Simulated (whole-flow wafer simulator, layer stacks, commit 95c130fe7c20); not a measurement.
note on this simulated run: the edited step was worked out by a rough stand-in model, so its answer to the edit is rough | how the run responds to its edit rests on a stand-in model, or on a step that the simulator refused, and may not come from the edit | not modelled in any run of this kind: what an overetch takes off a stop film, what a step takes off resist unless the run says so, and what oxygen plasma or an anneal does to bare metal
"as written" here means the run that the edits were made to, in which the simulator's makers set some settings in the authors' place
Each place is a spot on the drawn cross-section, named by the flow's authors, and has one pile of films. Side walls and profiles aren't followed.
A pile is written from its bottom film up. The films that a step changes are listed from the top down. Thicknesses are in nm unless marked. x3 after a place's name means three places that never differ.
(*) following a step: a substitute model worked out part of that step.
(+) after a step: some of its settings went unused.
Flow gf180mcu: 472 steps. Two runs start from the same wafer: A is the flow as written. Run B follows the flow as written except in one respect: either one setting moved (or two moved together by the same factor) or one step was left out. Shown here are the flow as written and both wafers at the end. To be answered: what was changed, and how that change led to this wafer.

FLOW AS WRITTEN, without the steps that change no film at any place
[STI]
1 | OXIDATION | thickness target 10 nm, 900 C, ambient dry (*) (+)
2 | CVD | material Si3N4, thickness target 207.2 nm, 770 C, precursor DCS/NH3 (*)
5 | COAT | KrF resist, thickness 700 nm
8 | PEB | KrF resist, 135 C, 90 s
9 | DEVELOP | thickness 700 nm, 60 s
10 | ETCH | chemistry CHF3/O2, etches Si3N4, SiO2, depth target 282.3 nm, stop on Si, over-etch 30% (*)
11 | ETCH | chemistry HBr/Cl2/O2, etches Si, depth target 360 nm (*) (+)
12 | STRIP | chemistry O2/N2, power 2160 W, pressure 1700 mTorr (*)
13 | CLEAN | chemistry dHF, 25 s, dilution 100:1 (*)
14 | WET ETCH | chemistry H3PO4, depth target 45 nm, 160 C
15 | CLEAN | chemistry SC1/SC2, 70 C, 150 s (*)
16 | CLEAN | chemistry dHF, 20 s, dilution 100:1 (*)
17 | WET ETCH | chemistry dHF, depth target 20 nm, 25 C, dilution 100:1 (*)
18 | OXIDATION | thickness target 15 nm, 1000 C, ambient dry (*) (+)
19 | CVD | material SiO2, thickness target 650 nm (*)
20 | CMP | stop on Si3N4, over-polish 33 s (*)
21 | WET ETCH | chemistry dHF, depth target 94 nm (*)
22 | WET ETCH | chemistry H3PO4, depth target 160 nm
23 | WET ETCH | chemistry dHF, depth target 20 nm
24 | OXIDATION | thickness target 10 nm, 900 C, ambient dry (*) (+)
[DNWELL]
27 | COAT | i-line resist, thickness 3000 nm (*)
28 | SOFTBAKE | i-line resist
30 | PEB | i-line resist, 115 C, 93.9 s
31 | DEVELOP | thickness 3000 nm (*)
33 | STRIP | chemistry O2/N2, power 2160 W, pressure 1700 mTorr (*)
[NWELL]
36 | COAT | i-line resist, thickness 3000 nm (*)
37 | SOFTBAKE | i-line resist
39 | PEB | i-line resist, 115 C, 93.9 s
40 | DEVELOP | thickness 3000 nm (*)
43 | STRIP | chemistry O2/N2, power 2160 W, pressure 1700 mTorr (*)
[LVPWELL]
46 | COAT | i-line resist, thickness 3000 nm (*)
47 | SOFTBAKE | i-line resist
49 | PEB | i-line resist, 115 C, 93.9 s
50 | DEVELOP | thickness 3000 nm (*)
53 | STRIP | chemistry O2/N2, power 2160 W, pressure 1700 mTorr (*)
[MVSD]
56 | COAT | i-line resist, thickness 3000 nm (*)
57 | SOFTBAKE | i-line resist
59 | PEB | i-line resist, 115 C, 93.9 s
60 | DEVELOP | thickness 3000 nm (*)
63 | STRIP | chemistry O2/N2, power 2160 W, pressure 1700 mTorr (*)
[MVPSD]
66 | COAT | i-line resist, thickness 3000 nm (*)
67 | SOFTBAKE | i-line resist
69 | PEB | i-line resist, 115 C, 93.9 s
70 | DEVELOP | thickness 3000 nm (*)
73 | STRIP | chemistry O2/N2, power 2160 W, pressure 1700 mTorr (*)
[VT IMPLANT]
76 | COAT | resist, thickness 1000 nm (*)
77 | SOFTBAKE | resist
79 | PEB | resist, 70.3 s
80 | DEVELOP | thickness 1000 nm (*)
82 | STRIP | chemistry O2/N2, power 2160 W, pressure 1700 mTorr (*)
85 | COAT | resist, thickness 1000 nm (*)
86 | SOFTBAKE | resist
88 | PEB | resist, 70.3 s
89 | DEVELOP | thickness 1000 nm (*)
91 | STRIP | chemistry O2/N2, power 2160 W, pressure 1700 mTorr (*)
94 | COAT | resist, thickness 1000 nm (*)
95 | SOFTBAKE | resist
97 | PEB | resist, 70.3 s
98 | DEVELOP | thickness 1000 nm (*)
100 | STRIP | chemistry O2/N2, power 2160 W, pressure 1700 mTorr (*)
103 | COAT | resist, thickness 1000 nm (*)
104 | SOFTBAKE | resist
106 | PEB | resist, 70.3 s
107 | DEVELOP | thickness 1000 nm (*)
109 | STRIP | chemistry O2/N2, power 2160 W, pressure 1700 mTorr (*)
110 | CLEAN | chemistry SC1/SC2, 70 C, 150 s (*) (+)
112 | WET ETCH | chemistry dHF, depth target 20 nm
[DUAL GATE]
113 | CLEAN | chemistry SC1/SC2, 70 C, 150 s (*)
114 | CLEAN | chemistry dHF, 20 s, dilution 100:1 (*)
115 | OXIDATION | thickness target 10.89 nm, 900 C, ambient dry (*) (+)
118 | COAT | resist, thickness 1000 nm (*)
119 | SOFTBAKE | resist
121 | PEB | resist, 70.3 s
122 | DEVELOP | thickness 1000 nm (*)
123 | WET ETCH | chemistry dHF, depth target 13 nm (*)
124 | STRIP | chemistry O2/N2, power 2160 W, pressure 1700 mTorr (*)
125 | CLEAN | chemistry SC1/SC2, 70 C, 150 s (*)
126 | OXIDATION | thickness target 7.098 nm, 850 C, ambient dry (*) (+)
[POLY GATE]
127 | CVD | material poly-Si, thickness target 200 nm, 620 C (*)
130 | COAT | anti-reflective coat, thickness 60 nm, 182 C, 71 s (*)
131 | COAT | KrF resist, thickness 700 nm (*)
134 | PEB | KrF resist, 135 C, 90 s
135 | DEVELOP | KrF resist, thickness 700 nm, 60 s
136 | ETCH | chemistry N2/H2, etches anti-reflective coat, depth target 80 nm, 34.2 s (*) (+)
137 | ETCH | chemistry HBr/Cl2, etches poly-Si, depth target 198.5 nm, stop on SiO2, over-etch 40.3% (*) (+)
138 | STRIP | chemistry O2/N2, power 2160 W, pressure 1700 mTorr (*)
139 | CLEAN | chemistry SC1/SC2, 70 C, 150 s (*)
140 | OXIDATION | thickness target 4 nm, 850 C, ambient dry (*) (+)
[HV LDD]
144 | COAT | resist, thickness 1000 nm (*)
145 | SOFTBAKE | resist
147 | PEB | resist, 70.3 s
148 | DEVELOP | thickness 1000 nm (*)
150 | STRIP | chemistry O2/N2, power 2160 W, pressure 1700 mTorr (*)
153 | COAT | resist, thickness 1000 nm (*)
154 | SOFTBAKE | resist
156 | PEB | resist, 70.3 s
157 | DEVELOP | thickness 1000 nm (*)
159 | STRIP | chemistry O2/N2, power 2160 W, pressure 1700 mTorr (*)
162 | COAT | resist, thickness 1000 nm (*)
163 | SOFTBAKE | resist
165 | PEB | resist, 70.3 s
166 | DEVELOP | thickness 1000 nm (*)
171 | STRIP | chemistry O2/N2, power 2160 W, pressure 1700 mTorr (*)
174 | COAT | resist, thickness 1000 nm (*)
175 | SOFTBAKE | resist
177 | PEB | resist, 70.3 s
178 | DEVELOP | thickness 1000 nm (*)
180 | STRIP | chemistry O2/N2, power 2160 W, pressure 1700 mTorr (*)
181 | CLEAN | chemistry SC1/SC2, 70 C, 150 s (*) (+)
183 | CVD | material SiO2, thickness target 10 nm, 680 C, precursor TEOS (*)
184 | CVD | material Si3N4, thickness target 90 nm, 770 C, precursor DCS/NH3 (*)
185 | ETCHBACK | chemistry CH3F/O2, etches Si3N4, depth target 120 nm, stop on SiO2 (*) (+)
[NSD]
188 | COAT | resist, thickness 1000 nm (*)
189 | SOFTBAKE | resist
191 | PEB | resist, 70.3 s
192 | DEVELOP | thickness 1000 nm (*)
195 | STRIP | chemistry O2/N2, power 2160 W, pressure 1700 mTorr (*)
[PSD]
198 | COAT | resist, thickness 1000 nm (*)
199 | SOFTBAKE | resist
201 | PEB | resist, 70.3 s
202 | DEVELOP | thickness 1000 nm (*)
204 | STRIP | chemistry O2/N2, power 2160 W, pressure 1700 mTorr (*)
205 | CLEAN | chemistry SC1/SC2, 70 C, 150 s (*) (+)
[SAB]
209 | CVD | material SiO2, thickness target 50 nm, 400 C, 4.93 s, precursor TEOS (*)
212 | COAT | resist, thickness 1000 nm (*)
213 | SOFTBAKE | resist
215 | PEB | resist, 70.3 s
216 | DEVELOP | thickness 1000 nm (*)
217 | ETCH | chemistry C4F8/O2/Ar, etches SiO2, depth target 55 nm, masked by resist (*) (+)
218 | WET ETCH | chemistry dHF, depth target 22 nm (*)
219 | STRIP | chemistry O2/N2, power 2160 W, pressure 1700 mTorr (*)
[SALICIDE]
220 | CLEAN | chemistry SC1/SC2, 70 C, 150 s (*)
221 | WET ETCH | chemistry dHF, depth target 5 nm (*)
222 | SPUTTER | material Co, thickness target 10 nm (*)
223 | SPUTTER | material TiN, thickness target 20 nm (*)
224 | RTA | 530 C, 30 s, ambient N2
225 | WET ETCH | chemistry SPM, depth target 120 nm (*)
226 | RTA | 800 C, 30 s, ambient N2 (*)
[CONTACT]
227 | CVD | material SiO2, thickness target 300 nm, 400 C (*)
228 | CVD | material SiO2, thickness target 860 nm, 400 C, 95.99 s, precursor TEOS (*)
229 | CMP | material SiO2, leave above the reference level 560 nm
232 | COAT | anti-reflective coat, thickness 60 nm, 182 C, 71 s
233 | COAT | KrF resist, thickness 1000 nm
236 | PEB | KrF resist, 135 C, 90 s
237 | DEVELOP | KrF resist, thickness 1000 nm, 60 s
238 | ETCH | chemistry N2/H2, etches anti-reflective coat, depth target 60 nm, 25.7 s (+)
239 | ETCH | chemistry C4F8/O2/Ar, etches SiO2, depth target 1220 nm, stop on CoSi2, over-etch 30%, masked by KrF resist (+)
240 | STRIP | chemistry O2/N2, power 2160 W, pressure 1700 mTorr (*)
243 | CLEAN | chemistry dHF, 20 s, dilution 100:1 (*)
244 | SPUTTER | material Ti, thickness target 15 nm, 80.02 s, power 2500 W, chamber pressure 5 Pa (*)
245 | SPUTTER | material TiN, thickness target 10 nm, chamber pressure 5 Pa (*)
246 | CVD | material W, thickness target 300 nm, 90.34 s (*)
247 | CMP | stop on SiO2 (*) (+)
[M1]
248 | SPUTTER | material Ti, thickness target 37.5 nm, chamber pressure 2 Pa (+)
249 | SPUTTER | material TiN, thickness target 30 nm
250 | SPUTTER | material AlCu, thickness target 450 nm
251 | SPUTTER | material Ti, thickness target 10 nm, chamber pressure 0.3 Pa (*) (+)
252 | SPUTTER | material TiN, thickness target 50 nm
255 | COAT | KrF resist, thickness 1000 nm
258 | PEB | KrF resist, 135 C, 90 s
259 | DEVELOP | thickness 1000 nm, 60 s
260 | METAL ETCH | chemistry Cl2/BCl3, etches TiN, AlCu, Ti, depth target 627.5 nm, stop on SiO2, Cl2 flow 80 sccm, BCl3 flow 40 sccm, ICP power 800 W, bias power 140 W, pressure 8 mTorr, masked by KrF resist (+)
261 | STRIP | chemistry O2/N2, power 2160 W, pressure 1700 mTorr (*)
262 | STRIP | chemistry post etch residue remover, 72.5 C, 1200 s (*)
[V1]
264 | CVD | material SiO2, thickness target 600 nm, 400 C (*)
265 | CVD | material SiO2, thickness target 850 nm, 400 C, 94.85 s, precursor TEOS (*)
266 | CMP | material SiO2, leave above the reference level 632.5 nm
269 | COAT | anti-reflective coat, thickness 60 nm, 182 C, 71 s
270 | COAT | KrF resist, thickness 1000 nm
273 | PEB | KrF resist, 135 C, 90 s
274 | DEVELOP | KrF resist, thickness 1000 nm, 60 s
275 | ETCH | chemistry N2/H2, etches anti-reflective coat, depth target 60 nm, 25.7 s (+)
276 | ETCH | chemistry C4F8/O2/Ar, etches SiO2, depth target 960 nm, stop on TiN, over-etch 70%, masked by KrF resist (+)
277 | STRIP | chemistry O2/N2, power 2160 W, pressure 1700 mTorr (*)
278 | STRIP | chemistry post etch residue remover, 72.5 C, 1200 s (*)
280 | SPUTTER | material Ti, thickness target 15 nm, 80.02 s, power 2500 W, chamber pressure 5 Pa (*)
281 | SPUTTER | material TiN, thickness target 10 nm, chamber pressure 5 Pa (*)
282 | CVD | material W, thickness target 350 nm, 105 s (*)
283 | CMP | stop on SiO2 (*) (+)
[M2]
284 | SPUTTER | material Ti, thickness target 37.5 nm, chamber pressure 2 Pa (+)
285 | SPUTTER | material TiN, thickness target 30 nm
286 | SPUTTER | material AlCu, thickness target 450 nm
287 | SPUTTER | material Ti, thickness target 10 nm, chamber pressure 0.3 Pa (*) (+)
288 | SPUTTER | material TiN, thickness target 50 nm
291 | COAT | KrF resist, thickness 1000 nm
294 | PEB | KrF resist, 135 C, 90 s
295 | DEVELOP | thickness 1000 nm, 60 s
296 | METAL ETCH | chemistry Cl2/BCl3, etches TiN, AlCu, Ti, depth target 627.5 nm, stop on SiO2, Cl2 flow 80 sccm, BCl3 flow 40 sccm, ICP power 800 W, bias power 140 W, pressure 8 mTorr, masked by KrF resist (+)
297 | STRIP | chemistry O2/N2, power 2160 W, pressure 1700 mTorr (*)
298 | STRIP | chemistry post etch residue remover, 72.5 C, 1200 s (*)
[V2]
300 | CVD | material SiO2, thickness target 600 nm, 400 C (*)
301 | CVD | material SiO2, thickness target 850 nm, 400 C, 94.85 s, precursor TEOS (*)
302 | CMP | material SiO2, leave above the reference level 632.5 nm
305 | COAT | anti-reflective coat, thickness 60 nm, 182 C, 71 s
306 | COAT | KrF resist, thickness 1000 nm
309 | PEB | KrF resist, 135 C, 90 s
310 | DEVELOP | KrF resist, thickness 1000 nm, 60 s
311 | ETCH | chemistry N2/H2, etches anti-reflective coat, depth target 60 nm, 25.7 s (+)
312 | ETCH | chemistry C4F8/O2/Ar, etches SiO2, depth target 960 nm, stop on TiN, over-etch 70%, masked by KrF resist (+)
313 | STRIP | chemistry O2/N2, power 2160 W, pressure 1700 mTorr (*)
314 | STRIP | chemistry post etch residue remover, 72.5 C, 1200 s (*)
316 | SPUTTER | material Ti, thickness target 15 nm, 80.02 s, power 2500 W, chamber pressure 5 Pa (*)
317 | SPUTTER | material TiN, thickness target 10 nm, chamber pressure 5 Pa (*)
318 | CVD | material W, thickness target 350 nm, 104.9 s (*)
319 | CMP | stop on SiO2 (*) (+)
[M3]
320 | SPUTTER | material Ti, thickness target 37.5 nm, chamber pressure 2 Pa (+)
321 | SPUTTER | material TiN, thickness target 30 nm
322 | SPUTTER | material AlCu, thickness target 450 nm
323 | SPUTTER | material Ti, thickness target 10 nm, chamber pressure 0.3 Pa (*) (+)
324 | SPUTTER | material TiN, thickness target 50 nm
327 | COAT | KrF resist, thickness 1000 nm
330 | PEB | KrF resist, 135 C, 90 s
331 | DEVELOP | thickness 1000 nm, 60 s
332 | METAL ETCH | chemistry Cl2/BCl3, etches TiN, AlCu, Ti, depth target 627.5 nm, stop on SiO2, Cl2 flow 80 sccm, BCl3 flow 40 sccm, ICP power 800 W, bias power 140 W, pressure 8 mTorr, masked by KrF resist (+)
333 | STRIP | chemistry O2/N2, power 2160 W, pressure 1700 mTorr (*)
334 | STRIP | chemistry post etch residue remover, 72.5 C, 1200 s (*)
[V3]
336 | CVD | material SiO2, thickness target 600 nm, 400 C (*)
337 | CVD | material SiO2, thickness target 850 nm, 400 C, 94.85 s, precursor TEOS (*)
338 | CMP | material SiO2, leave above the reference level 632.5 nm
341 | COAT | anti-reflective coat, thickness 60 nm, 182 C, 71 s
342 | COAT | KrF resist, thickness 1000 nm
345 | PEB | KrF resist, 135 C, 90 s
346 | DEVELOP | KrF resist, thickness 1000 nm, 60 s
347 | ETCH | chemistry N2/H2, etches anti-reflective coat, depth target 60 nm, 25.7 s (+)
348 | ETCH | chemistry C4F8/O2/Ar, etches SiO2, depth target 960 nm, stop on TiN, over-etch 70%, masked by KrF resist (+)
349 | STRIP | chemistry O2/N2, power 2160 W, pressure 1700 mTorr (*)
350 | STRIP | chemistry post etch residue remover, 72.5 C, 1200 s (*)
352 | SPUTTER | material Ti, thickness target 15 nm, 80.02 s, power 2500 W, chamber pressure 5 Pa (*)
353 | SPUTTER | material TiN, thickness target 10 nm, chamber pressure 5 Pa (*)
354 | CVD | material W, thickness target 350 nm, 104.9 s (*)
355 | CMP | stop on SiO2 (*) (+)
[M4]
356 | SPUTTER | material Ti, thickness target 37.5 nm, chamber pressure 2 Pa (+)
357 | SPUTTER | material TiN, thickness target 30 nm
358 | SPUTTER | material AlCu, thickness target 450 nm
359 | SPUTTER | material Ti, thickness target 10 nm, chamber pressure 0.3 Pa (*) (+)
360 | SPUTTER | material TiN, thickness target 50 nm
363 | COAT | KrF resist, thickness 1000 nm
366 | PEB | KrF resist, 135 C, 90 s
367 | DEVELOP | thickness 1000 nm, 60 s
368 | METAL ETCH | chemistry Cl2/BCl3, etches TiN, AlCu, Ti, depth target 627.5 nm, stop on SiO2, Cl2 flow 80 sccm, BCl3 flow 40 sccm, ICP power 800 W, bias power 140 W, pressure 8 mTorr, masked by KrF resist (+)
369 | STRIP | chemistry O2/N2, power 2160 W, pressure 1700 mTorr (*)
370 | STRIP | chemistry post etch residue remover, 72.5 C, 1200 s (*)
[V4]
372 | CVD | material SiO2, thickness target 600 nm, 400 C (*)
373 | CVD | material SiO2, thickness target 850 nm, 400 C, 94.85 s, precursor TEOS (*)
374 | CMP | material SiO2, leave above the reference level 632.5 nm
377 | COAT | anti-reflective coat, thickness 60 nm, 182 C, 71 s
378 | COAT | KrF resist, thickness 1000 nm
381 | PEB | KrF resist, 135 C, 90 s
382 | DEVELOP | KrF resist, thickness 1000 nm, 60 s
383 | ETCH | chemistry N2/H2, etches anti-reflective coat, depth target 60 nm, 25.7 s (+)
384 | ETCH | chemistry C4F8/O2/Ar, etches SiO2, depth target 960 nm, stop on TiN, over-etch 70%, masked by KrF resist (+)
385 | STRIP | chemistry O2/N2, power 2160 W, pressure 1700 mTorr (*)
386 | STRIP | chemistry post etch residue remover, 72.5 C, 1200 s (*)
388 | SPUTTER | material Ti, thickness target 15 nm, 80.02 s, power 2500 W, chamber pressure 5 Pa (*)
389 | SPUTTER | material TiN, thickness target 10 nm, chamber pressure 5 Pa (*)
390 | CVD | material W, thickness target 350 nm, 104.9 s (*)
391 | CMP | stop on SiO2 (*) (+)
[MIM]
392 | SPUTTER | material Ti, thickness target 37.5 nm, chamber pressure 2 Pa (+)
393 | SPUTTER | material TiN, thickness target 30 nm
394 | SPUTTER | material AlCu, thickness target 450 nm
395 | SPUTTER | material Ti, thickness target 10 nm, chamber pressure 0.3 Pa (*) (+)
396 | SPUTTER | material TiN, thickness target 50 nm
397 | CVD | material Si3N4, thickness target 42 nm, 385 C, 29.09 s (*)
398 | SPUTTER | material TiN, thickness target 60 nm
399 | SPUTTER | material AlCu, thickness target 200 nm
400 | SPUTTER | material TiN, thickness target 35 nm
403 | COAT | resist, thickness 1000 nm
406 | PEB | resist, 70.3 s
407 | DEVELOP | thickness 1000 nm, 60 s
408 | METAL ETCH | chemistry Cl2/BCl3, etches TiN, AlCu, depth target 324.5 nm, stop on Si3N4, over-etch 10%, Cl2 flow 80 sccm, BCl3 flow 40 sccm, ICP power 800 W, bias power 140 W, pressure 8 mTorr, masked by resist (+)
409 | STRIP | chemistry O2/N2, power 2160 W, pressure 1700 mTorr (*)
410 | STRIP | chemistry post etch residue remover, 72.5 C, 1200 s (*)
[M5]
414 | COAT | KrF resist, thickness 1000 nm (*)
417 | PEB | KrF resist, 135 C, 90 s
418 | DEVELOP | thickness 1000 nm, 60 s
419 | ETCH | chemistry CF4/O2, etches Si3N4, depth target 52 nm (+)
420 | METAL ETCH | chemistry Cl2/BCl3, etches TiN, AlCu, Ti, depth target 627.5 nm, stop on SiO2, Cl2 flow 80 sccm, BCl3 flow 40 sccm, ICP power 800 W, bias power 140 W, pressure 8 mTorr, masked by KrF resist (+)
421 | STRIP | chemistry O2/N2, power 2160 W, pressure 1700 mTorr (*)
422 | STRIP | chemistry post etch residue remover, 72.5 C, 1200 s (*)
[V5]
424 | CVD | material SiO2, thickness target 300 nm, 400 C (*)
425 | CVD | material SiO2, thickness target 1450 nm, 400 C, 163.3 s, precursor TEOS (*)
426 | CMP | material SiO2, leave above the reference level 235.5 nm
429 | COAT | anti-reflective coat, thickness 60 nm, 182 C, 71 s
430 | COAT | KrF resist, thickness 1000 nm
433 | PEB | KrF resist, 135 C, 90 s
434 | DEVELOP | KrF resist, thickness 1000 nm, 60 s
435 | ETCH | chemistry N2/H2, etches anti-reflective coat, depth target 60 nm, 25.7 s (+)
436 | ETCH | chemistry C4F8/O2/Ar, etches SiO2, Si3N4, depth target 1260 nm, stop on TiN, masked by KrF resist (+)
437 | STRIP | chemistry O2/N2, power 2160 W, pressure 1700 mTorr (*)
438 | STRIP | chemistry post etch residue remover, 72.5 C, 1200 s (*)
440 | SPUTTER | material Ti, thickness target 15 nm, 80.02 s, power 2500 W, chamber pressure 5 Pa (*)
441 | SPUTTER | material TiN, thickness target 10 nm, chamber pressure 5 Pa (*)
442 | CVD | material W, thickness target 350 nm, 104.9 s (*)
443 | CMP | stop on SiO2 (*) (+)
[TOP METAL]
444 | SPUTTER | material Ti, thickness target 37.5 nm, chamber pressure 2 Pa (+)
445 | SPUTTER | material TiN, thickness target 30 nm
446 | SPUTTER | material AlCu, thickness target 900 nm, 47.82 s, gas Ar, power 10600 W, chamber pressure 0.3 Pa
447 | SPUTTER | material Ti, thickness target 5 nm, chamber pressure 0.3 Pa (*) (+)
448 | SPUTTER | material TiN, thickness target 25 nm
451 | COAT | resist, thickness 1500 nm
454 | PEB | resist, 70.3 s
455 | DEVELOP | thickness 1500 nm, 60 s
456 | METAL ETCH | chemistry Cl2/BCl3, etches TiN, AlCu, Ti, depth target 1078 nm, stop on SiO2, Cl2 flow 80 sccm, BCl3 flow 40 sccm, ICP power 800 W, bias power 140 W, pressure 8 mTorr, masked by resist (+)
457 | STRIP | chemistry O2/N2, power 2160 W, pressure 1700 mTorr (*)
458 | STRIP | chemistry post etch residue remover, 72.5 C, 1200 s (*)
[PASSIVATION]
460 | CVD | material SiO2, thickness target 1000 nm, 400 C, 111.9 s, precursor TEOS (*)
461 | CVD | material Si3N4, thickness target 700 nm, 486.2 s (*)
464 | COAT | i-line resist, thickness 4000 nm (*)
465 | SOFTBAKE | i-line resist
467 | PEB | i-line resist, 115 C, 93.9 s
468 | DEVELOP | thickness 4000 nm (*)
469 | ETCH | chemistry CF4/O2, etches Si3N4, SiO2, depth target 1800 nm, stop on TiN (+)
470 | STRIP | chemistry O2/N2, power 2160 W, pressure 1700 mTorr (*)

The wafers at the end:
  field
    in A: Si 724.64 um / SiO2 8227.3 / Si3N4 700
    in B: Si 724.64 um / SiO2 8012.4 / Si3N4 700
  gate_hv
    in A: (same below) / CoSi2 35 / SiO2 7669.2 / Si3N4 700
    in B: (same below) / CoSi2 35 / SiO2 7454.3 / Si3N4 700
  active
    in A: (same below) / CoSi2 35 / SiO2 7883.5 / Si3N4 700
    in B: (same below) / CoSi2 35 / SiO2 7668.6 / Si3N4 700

Cause: step 425, CVD: thickness target 928 nm was run, while the flow as written has thickness target 1450 nm; step 425, CVD: 104.5 s was run, where the flow has 163.3 s.

The path from the change to this, step by step:
  425 | CVD | material SiO2, thickness target 1450 nm, 400 C, 163.3 s, precursor TEOS (*)
      field, field__w1, field__w4 and 100 more: A SiO2 gains 1450 | B SiO2 gains 934.6
      field__w2, field__w3, field__w12 and 6 more: A SiO2 gains 1421.8 | B SiO2 gains 917
  426 | CMP | material SiO2, leave above the reference level 235.5 nm
      field, field__w1, field__w5 and 92 more: A SiO2 loses 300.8 | B nothing
      field__w2, field__w3, field__w12 and 6 more: A SiO2 loses 272.7 | B nothing
      (also at 8 further places)
  429 | COAT | anti-reflective coat, thickness 60 nm, 182 C, 71 s
      p_well, sti, spacer, sd_n, pad, dice_street: A anti-reflective coat gains 60 (new film) | B anti-reflective coat gains 61.6 (new film)
      field__w2, ppoly_u: A anti-reflective coat gains 60 (new film) | B anti-reflective coat gains 64.4 (new film)
      (also at 43 further places)
  430 | COAT | KrF resist, thickness 1000 nm
      field__w12, gate_p: A KrF resist gains 1000 (new film) | B KrF resist gains 1021.6 (new film)
      ppoly_u, npoly_sal: A KrF resist gains 1000 (new film) | B KrF resist gains 1022.9 (new film)
      (also at 24 further places)
  433 | PEB | KrF resist, 135 C, 90 s
      contact, m1_nw: A KrF resist loses 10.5 | B KrF resist loses 8.67
      polyc_n, polyc_n_rim: A KrF resist loses 10.5 | B KrF resist loses 12.7
      (also at 11 further places)
  434 | DEVELOP | KrF resist, thickness 1000 nm, 60 s
      contact: A KrF resist loses 989.5 (all of it) | B KrF resist loses 871.9 (all of it)
  435 | ETCH | chemistry N2/H2, etches anti-reflective coat, depth target 60 nm, 25.7 s (+)
      contact: A anti-reflective coat loses 60 (all of it), SiO2 loses 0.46 | B anti-reflective coat loses 16.3 (all of it), SiO2 loses 1.58
  437 | STRIP | chemistry O2/N2, power 2160 W, pressure 1700 mTorr (*)
      p_well, sti, spacer, sd_n, pad, dice_street: A KrF resist loses 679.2 (all of it), anti-reflective coat loses 60 (all of it) | B KrF resist loses 679.5 (all of it), anti-reflective coat loses 61.6 (all of it)
      field: A KrF resist loses 679.2 (all of it), anti-reflective coat loses 60 (all of it) | B KrF resist loses 634.1 (all of it), anti-reflective coat loses 162.7 (all of it)
      (also at 44 further places)
  440 | SPUTTER | material Ti, thickness target 15 nm, 80.02 s, power 2500 W, chamber pressure 5 Pa (*)
      field__w2: A Ti gains 15 (new film) | B Ti gains 14.2 (new film)
      contact: A Ti gains 8.12 (new film) | B Ti gains 9.19 (new film)
  441 | SPUTTER | material TiN, thickness target 10 nm, chamber pressure 5 Pa (*)
      field__w2: A TiN gains 10 (new film) | B TiN gains 9.44 (new film)
      contact: A TiN gains 5.38 (new film) | B TiN gains 6.1 (new film)
  442 | CVD | material W, thickness target 350 nm, 104.9 s (*)
      contact: A W gains 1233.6 (new film) | B W gains 1017.3 (new film)
  443 | CMP | stop on SiO2 (*) (+)
      field__w3, field__w12, npoly_sal, ppoly_sal, gate_hv5, gate_p_hv5, sti_nw: A W loses 350 (all of it), TiN loses 10 (all of it), Ti loses 15 (all of it), SiO2 loses 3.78 | B W loses 350 (all of it), TiN loses 10 (all of it), Ti loses 1.56
      field__w2: A W loses 350 (all of it), TiN loses 10 (all of it), Ti loses 15 (all of it), SiO2 loses 3.78 | B W loses 350.7 (all of it), TiN loses 9.44 (all of it), Ti loses 0.8
      (also at 8 further places)
  444 | SPUTTER | material Ti, thickness target 37.5 nm, chamber pressure 2 Pa (+)
      field__w2, field__w3, field__w12 and 6 more: A Ti gains 37.5 (new film) | B Ti gains 37.5
  451 | COAT | resist, thickness 1500 nm
      field: A resist gains 1500 (new film) | B resist gains 1535.2 (new film)
      field__w8: A resist gains 1500 (new film) | B resist gains 1321.5 (new film)
      (also at 6 further places)
  452 | SOFTBAKE | resist
      field: A nothing | B resist loses 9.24
      field__w1: A nothing | B resist gains 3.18
      (also at 42 further places)
  454 | PEB | resist, 70.3 s
      field__w8, m1, m1__w1, mim: A resist loses 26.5 | B resist loses 22.3
      mim_1p0: A resist loses 26.5 | B resist loses 22
      (also at 1 further place)
  ... 6 other steps ...
  470 | STRIP | chemistry O2/N2, power 2160 W, pressure 1700 mTorr (*)
      field__w8, m1__w1: A i-line resist loses 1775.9 (all of it) | B i-line resist loses 1578.3 (all of it)
      m1: A i-line resist loses 1798.9 (all of it) | B i-line resist loses 1597.5 (all of it)
      (also at 3 further places)
